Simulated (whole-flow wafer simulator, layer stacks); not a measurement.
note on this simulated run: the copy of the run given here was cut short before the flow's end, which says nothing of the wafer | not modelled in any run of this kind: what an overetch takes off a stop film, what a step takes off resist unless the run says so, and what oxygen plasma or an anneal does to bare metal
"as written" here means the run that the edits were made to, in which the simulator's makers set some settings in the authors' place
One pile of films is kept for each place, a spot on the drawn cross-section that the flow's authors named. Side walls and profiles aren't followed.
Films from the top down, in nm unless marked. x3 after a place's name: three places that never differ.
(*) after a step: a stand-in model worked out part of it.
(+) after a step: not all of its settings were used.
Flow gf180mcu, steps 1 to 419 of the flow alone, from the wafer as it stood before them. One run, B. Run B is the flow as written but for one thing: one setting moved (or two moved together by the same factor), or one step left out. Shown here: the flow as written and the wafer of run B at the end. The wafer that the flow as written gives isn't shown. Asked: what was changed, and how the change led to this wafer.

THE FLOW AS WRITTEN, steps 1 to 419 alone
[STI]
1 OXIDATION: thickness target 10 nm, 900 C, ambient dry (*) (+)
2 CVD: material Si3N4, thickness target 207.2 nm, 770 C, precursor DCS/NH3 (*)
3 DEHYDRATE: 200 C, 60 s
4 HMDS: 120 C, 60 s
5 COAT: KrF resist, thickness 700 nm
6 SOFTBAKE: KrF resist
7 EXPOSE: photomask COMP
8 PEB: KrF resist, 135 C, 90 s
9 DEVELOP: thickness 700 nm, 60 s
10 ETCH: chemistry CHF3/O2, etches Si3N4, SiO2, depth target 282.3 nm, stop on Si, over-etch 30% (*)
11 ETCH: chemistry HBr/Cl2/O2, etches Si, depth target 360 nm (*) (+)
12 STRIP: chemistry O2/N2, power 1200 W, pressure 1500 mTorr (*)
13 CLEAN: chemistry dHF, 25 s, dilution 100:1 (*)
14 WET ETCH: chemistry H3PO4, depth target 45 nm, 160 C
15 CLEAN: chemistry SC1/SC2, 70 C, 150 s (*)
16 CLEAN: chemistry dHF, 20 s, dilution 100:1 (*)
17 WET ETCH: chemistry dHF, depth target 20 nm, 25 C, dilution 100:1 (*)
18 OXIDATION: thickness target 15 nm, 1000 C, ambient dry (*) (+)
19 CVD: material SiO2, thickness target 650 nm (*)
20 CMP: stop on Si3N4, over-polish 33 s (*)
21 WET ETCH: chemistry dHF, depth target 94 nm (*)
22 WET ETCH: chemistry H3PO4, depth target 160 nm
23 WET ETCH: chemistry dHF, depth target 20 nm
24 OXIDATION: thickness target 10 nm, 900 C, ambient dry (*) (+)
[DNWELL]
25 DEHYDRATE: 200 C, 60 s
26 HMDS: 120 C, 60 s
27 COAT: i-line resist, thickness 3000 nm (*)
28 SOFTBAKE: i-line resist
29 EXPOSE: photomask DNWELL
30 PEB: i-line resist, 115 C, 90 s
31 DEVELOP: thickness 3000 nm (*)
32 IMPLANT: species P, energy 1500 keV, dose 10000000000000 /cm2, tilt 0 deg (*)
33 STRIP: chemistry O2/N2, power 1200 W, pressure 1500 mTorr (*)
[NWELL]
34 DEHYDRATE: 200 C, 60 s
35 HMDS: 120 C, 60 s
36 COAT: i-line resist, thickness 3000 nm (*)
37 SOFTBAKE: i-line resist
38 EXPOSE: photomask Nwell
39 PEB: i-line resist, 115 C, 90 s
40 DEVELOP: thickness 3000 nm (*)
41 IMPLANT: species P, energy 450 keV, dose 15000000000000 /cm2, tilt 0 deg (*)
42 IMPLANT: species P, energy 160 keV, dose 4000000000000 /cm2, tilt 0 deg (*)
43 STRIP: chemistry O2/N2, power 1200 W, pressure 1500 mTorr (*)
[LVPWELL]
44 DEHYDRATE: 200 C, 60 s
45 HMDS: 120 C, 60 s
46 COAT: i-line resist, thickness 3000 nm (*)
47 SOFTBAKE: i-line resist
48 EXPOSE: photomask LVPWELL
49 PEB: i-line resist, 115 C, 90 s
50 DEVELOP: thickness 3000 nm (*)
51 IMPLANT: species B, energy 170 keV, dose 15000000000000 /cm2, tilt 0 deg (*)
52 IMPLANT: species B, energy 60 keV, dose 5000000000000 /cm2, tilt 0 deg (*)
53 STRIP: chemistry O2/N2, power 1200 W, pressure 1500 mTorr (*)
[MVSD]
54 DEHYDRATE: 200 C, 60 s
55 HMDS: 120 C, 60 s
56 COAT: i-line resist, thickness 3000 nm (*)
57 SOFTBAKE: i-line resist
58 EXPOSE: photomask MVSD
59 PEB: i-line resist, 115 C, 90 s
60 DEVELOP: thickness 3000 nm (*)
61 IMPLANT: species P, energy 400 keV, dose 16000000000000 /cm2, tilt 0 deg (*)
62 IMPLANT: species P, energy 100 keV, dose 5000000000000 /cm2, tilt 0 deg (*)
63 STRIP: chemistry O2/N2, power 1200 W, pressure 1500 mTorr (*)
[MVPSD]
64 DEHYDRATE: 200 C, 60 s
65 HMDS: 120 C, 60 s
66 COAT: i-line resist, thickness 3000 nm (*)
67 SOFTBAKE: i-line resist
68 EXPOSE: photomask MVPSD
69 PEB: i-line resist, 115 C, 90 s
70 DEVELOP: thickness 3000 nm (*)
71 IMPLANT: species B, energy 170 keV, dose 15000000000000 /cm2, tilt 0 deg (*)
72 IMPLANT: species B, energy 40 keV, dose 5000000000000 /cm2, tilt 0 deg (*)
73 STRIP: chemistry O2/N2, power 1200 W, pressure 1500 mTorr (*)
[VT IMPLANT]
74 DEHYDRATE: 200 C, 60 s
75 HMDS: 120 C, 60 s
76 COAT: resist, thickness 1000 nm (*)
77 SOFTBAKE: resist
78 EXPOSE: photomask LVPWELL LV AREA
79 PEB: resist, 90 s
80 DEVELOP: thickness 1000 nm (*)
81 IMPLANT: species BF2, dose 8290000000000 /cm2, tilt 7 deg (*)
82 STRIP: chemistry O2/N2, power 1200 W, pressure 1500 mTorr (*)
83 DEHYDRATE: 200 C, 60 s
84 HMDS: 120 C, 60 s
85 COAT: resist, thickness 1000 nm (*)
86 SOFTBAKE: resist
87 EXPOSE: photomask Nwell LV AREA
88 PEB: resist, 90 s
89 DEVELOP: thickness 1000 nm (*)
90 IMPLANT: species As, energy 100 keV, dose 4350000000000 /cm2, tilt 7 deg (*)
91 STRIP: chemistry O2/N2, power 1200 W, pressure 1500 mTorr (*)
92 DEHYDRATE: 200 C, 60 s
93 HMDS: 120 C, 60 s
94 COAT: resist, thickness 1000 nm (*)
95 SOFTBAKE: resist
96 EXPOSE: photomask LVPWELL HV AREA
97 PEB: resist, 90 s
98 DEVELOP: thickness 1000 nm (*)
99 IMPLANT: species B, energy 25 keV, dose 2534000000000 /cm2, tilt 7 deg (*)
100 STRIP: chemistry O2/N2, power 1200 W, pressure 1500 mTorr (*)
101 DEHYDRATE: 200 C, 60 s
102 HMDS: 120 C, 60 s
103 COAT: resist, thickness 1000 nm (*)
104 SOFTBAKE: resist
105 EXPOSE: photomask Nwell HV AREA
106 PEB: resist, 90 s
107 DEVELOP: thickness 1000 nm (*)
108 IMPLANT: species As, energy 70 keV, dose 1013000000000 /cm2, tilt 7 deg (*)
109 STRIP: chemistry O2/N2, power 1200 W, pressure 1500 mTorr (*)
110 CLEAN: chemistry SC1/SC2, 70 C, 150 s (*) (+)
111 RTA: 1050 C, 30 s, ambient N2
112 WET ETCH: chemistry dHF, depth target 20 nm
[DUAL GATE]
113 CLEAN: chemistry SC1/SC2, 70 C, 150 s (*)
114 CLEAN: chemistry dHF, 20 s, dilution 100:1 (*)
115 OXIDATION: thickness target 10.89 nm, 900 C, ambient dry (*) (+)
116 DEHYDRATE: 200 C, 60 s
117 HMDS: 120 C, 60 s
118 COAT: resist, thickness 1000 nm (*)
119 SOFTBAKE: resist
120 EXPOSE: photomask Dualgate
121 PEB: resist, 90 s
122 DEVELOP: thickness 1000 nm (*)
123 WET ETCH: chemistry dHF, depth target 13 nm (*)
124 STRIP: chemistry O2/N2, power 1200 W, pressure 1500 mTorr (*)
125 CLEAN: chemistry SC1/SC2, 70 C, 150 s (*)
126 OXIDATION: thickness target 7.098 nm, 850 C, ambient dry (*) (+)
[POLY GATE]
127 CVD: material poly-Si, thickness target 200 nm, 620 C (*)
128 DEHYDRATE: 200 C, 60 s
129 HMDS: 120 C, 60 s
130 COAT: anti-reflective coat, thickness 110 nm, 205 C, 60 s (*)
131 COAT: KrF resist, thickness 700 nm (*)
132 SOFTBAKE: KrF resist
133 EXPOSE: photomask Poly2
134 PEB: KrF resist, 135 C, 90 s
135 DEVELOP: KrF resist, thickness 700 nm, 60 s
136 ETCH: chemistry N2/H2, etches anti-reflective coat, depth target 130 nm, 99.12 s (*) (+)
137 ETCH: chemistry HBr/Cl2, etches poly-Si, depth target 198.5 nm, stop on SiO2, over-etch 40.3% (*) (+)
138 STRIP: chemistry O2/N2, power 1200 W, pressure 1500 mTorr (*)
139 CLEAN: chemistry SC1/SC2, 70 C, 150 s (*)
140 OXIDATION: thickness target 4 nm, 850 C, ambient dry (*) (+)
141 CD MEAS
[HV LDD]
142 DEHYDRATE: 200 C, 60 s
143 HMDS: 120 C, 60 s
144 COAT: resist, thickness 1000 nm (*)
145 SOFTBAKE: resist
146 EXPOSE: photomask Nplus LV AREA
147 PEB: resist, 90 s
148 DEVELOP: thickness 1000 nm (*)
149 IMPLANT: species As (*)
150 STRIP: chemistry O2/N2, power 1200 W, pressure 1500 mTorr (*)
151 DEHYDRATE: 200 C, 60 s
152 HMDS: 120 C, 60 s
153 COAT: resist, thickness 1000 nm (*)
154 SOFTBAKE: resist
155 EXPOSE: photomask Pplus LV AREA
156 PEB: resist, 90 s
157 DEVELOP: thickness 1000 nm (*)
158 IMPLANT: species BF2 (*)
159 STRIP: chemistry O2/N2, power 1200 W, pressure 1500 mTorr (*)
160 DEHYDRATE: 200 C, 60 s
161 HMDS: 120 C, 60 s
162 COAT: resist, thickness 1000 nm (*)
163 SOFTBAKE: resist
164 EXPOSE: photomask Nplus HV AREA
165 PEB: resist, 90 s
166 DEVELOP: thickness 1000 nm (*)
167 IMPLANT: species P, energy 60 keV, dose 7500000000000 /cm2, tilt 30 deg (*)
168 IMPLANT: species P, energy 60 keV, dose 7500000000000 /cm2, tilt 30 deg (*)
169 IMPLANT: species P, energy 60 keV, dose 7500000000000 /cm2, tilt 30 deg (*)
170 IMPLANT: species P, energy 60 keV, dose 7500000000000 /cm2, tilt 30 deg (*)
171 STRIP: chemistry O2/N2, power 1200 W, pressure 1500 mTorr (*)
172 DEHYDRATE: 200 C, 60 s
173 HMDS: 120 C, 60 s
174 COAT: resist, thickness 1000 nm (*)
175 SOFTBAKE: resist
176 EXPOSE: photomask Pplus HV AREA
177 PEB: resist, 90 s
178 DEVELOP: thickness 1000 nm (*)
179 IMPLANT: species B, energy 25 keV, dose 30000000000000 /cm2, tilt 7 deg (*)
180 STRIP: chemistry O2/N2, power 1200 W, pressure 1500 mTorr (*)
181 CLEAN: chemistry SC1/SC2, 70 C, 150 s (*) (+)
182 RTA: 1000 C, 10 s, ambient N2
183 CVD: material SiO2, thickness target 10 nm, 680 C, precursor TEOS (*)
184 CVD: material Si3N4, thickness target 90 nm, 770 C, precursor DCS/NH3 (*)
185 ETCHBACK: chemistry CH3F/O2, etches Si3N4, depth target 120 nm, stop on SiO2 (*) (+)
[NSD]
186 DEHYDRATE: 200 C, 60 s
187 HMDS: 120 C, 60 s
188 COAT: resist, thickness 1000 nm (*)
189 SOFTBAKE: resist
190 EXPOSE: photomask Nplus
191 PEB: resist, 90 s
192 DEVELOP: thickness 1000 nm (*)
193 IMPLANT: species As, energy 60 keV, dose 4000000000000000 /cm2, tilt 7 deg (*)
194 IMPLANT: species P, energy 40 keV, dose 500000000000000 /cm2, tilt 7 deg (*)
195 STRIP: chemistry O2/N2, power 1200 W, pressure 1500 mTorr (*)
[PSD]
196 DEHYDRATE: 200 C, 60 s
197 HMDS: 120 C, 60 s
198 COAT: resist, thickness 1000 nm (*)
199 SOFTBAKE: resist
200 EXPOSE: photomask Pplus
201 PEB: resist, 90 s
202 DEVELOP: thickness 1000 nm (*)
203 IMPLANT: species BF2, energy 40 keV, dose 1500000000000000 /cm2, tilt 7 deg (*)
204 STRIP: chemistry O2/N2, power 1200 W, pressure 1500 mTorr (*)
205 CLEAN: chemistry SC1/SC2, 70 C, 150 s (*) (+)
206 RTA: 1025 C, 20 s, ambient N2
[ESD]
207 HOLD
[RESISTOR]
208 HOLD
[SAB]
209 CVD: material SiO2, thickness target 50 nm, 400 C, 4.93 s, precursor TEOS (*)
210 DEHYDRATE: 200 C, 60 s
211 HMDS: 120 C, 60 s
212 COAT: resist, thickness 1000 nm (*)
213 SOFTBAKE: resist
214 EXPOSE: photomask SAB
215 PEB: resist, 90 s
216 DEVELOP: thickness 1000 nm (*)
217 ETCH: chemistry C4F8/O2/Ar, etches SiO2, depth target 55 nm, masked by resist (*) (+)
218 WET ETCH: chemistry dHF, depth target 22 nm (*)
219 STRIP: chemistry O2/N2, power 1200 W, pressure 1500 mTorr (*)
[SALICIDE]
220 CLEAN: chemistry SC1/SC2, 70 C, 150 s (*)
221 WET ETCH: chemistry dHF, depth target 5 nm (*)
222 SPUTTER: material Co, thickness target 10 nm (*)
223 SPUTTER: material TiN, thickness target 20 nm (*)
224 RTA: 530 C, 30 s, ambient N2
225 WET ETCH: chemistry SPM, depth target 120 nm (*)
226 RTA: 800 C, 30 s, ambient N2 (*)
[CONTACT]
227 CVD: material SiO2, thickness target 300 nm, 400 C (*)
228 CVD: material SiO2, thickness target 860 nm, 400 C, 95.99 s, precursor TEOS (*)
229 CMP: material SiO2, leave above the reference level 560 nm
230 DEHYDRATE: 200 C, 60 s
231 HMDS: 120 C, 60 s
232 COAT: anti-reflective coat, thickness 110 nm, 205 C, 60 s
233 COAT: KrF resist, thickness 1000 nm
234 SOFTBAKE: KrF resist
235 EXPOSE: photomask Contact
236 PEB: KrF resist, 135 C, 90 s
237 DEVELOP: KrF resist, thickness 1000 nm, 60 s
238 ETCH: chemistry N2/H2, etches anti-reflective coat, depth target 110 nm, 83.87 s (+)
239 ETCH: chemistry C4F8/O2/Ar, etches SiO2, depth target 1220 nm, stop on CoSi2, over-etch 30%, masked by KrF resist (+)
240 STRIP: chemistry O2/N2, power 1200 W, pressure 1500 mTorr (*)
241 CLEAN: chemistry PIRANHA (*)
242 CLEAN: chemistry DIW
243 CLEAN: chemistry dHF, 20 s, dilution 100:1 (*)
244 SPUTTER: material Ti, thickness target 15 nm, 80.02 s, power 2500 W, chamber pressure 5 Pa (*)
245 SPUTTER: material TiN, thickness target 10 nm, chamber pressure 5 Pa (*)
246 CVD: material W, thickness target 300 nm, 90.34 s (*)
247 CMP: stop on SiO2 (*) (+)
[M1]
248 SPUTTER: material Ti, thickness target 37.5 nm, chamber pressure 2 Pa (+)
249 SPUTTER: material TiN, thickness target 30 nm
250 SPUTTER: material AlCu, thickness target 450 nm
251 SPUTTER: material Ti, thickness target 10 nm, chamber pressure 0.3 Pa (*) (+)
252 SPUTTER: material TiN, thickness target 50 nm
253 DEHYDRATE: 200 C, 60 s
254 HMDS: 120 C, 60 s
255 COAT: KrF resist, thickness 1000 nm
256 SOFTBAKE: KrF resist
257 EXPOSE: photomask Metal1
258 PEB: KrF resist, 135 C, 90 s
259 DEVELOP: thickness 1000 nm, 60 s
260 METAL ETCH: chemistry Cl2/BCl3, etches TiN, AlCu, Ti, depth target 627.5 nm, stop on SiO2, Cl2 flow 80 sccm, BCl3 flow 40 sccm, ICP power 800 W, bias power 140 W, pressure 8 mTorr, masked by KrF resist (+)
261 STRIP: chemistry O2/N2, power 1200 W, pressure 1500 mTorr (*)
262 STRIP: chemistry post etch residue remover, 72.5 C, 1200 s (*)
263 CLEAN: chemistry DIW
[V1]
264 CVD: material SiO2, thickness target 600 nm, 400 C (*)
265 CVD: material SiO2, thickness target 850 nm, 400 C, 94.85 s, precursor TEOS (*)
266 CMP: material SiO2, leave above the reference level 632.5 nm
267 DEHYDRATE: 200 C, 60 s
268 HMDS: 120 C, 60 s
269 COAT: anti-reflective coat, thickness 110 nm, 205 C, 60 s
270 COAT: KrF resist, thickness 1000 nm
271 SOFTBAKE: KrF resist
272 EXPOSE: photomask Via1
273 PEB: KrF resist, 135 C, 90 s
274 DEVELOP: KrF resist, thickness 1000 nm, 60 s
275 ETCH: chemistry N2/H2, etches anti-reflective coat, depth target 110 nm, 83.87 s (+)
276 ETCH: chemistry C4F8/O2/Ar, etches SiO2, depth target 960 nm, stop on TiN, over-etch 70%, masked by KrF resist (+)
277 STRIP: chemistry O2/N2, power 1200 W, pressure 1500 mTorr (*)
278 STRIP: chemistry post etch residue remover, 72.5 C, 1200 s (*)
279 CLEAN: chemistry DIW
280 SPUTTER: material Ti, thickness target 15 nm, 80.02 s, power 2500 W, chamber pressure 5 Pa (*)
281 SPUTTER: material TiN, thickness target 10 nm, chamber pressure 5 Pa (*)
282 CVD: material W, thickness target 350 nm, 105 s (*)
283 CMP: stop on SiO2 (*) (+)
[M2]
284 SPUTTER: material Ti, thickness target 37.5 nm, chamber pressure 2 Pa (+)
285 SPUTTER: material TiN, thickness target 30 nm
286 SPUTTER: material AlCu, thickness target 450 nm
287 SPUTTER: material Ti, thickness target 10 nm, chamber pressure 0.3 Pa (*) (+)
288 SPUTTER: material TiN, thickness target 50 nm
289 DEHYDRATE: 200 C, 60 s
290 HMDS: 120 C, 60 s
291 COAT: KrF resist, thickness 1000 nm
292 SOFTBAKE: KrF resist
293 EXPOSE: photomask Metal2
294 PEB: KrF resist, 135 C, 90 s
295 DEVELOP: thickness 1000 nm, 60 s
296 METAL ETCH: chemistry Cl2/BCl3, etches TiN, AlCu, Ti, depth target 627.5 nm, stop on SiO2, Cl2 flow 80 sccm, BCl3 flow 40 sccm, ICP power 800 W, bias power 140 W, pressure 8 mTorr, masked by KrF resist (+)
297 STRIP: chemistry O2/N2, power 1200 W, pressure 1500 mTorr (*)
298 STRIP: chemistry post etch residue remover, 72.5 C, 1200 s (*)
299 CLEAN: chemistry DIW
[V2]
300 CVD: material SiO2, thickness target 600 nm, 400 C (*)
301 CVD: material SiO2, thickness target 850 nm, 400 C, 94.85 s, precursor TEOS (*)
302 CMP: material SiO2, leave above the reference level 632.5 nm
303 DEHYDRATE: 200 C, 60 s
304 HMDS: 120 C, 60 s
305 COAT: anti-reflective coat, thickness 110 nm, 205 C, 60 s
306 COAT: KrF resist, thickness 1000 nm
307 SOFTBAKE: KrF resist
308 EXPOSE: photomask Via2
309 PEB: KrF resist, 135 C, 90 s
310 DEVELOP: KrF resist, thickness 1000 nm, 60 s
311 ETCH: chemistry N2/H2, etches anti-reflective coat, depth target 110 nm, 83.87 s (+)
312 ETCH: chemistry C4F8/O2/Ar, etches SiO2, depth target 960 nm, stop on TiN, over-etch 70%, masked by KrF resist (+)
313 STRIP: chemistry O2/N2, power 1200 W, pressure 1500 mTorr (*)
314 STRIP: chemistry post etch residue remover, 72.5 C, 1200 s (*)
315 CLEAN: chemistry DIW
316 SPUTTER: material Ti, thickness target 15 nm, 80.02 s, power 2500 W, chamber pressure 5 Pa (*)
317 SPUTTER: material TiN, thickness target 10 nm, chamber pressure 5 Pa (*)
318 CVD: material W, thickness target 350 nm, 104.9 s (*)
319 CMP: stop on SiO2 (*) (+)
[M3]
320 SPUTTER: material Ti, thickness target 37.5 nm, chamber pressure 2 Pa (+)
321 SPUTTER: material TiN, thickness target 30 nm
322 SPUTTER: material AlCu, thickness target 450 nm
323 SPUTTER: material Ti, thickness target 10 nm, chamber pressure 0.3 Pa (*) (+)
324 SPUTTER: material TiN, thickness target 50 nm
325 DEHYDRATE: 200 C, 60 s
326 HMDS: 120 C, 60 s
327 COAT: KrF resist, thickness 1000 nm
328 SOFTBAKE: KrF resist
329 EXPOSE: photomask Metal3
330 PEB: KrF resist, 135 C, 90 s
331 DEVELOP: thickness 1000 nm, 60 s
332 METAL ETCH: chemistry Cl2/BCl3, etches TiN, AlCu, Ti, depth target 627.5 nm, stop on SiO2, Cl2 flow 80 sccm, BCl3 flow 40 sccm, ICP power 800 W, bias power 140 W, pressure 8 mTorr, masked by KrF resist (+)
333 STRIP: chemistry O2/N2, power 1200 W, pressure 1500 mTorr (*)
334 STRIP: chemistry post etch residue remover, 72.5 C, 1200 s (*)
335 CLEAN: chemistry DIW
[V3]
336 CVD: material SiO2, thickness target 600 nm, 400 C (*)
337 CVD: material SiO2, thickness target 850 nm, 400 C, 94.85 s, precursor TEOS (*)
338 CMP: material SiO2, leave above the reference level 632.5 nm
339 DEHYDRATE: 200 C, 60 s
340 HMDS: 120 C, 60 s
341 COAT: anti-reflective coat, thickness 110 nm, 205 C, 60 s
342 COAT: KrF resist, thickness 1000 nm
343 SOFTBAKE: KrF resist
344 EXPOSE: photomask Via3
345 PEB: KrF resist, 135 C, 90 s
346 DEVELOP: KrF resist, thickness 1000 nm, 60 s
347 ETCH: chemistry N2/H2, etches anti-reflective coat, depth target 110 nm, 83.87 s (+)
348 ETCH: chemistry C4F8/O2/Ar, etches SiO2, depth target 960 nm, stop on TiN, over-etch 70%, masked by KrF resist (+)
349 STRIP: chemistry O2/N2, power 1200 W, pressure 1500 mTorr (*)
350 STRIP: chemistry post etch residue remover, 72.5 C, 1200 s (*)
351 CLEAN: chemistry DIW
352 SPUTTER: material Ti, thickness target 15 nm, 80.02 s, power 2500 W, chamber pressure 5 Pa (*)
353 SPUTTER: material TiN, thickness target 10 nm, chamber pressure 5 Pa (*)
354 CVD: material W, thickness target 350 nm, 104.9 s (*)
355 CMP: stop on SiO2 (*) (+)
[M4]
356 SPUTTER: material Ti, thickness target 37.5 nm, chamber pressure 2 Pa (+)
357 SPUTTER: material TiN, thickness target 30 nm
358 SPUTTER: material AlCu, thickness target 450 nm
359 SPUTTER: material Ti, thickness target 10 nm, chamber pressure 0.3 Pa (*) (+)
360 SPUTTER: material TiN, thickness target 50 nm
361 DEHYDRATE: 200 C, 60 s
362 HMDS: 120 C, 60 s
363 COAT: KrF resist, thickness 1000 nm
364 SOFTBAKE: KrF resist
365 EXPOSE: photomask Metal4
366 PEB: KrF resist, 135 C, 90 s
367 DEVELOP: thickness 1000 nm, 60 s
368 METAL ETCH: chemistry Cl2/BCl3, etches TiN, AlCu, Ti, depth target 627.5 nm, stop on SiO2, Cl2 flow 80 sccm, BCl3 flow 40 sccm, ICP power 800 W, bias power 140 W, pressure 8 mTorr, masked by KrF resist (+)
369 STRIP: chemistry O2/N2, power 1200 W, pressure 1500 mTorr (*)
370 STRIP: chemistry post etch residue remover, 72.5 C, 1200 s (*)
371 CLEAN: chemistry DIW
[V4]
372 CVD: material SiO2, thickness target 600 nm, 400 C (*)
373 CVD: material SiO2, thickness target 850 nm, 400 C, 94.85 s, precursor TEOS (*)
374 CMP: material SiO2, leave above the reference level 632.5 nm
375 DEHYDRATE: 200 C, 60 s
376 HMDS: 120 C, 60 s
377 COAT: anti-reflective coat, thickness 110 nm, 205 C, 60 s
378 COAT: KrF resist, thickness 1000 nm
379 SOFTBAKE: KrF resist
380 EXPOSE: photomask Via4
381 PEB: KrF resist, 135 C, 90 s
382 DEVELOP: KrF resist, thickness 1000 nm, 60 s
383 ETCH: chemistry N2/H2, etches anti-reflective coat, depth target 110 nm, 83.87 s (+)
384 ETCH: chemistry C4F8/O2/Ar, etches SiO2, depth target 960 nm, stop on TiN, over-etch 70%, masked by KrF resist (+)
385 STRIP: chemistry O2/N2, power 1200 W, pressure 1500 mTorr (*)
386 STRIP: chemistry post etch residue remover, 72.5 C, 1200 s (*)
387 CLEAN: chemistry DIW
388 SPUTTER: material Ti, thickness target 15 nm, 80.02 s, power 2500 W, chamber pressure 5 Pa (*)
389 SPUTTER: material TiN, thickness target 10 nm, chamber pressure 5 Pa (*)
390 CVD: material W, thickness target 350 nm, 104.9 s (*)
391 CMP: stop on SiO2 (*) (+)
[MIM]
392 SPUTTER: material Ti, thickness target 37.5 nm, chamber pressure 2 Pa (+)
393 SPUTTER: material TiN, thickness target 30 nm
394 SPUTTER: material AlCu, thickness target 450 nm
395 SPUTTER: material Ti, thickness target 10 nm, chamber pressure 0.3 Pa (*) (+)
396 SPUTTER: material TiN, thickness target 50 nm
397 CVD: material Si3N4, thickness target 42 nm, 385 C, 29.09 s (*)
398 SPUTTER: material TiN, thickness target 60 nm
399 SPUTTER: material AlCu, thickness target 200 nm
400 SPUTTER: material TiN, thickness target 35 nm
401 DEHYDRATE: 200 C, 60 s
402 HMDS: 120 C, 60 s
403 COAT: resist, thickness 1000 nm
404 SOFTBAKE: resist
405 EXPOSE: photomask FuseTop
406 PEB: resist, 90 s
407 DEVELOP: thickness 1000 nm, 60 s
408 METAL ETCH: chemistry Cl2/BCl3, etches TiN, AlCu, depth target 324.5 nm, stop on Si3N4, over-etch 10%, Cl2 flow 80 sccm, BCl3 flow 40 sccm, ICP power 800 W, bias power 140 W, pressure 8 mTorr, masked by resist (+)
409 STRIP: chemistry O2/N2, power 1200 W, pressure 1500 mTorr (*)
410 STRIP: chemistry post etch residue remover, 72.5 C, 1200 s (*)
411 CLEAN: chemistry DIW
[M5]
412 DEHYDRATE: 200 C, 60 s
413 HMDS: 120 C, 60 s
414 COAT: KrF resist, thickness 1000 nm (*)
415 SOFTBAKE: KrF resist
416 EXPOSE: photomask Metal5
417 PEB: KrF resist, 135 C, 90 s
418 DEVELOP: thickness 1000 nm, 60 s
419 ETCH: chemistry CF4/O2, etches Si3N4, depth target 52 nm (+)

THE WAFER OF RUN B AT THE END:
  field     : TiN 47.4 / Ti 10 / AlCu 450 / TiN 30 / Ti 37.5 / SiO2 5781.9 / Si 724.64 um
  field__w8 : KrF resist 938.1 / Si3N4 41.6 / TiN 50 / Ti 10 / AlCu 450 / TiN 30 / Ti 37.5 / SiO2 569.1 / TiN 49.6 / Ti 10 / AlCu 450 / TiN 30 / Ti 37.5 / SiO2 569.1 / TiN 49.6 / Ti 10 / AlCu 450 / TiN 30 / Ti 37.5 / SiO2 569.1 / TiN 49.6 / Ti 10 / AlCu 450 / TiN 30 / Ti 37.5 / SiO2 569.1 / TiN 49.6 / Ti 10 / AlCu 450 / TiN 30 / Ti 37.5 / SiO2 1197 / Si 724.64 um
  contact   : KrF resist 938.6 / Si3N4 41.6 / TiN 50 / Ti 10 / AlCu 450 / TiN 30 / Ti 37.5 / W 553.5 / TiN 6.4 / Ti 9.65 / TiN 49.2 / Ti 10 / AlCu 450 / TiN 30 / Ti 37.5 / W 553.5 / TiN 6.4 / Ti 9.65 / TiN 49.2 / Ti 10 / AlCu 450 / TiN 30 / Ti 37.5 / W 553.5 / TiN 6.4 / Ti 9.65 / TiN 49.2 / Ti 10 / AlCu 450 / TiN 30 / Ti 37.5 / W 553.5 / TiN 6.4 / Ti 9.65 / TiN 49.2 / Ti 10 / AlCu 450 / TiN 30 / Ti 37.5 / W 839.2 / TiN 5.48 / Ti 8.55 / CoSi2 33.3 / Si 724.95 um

The cause: step 419, ETCH: depth target 60.4 nm was run, where the flow has depth target 52 nm.

How the change led to this, step by step:
  419 ETCH: chemistry CF4/O2, etches Si3N4, depth target 52 nm (+)
      field, field__w1, field__w2 and 101 more: Si3N4 -41.6 (all of it), TiN -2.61 (as written it would be: Si3N4 -41.6 (all of it), TiN -1.44)
      field__w4, field__w8, contact, m1, m1__w1, mim, mim_1p0, m1_nw: KrF resist -40.3 (as written it would be: KrF resist -34.7)
